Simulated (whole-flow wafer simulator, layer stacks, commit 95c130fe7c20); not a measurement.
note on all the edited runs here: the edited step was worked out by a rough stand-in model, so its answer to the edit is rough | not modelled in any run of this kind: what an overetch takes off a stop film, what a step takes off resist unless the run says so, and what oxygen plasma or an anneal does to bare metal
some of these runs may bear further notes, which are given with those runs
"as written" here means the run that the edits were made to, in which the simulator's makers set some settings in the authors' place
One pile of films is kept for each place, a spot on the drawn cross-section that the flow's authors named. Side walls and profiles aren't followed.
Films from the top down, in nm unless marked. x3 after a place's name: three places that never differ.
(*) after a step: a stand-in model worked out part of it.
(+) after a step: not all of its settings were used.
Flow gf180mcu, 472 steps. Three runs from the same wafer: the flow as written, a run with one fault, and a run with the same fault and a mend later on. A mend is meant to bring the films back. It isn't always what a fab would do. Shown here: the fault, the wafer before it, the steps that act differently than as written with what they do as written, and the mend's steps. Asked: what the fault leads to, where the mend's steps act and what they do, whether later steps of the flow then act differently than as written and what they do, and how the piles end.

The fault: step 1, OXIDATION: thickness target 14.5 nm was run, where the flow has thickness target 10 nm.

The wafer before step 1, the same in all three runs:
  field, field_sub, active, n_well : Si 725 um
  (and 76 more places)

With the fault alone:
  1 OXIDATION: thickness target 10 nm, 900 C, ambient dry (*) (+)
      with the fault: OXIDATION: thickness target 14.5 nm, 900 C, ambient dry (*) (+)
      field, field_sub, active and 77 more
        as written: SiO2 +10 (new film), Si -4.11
        with the fault: SiO2 +14.5 (new film), Si -6.09
  Later steps of the flow that act differently than as written (93 more steps differ only slightly, by at most 2% or 0.5 nm, whichever is larger, and aren't shown):
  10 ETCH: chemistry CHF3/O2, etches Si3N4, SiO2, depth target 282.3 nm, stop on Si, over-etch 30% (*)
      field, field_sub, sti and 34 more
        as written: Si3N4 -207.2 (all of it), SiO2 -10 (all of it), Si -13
        with the fault: Si3N4 -207.2 (all of it), SiO2 -14.5 (all of it), Si -12.1
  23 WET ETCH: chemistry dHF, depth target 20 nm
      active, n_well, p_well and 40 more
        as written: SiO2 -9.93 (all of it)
        with the fault: SiO2 -14.4 (all of it)
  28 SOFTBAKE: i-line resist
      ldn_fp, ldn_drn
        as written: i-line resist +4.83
        with the fault: i-line resist +5.37
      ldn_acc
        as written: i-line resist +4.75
        with the fault: i-line resist +5.27
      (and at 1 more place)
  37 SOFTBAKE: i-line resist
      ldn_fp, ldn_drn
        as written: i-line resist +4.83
        with the fault: i-line resist +5.37
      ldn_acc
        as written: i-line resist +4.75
        with the fault: i-line resist +5.27
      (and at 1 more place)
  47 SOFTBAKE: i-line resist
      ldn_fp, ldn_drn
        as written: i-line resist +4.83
        with the fault: i-line resist +5.37
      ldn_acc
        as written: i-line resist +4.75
        with the fault: i-line resist +5.27
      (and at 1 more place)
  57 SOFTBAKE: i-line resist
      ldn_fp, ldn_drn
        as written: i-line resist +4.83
        with the fault: i-line resist +5.37
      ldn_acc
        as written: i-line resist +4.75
        with the fault: i-line resist +5.27
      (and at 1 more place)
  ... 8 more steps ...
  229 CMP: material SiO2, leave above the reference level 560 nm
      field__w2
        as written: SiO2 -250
        with the fault: SiO2 -255.5
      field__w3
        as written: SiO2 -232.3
        with the fault: SiO2 -237.7
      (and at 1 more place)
  At the end the piles differ from the flow's by more than 2% or 0.5 nm, whichever is larger, at ld_sd_n.
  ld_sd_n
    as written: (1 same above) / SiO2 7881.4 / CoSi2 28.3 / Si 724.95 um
    with the fault: (1 same above) / SiO2 7881.4 / CoSi2 27.7 / Si 724.95 um

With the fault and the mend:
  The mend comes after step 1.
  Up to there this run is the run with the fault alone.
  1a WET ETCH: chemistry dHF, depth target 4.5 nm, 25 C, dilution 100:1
      field, field_sub, active and 77 more
        SiO2 -4.5
  No later step of the flow acts differently than as written at any place that is followed.
  At the end the piles differ from the flow's only slightly at the places that both follow, by at most 2% or 0.5 nm, whichever is larger.
